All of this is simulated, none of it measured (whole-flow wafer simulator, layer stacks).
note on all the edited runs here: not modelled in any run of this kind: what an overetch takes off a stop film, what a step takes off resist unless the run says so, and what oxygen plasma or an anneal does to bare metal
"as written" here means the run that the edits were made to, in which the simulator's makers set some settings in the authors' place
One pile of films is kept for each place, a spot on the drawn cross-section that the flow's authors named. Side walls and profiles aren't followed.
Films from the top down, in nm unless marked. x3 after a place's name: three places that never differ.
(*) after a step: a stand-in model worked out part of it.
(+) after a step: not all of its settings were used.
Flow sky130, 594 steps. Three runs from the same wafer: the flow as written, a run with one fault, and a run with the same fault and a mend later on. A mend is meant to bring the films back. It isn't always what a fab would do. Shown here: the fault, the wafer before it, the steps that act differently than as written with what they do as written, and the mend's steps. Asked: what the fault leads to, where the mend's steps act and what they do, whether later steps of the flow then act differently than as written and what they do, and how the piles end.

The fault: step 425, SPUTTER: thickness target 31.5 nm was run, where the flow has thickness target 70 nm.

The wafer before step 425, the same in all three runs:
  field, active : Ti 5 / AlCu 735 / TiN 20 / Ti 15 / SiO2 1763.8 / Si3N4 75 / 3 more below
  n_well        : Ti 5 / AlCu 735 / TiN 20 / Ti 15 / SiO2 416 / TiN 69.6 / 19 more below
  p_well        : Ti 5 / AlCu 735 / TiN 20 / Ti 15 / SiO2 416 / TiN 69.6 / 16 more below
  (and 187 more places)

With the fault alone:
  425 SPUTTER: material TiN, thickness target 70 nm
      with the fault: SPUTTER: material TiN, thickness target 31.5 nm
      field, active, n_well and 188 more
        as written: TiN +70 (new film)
        with the fault: TiN +31.5 (new film)
  Later steps of the flow that act differently than as written (14 more steps differ only slightly, by at most 2% or 0.5 nm, whichever is larger, and aren't shown):
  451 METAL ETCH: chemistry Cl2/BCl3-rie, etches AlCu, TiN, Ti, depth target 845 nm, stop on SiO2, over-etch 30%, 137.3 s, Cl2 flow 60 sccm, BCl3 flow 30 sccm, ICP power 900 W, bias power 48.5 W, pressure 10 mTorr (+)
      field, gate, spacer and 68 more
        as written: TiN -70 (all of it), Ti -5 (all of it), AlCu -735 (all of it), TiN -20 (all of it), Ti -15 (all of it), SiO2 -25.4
        with the fault: TiN -31.5 (all of it), Ti -5 (all of it), AlCu -735 (all of it), TiN -20 (all of it), Ti -15 (all of it), SiO2 -29.2
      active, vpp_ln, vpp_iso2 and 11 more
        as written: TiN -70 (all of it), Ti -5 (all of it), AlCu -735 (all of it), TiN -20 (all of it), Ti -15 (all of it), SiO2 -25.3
        with the fault: TiN -31.5 (all of it), Ti -5 (all of it), AlCu -735 (all of it), TiN -20 (all of it), Ti -15 (all of it), SiO2 -29.2
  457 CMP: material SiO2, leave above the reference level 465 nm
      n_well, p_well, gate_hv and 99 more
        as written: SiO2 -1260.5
        with the fault: SiO2 -1222
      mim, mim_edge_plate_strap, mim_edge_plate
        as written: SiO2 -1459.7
        with the fault: SiO2 -1421.2
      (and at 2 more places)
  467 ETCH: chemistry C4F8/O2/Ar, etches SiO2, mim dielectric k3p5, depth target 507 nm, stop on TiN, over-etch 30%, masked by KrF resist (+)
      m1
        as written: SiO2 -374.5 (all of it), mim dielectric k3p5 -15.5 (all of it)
        with the fault: SiO2 -413 (all of it), mim dielectric k3p5 -15.5 (all of it)
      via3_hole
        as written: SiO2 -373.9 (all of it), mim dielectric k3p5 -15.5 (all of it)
        with the fault: SiO2 -412.4 (all of it), mim dielectric k3p5 -15.5 (all of it)
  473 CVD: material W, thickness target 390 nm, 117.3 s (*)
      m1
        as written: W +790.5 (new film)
        with the fault: W +829.5 (new film)
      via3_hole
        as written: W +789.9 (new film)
        with the fault: W +828.9 (new film)
  At the end the piles differ from the flow's by more than 2% or 0.5 nm, whichever is larger, at n_well, p_well, gate_hv and 104 more.
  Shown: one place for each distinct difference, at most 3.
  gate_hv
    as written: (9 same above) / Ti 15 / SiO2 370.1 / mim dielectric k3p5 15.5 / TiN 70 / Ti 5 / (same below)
    with the fault: (9 same above) / Ti 15 / SiO2 408.6 / mim dielectric k3p5 15.5 / TiN 31.5 / Ti 5 / (same below)
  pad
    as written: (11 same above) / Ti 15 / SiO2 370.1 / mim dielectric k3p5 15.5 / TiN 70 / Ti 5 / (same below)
    with the fault: (11 same above) / Ti 15 / SiO2 408.6 / mim dielectric k3p5 15.5 / TiN 31.5 / Ti 5 / (same below)
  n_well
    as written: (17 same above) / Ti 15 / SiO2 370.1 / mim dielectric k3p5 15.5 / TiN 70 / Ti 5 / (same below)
    with the fault: (17 same above) / Ti 15 / SiO2 408.6 / mim dielectric k3p5 15.5 / TiN 31.5 / Ti 5 / (same below)

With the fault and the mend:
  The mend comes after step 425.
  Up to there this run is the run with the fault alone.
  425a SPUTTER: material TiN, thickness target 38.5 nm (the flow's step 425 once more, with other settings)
      field, active, n_well and 188 more
        TiN +38.5
  No later step of the flow acts differently than as written at any place that is followed.
  At the end the piles are the same as the flow's at every place that both follow.
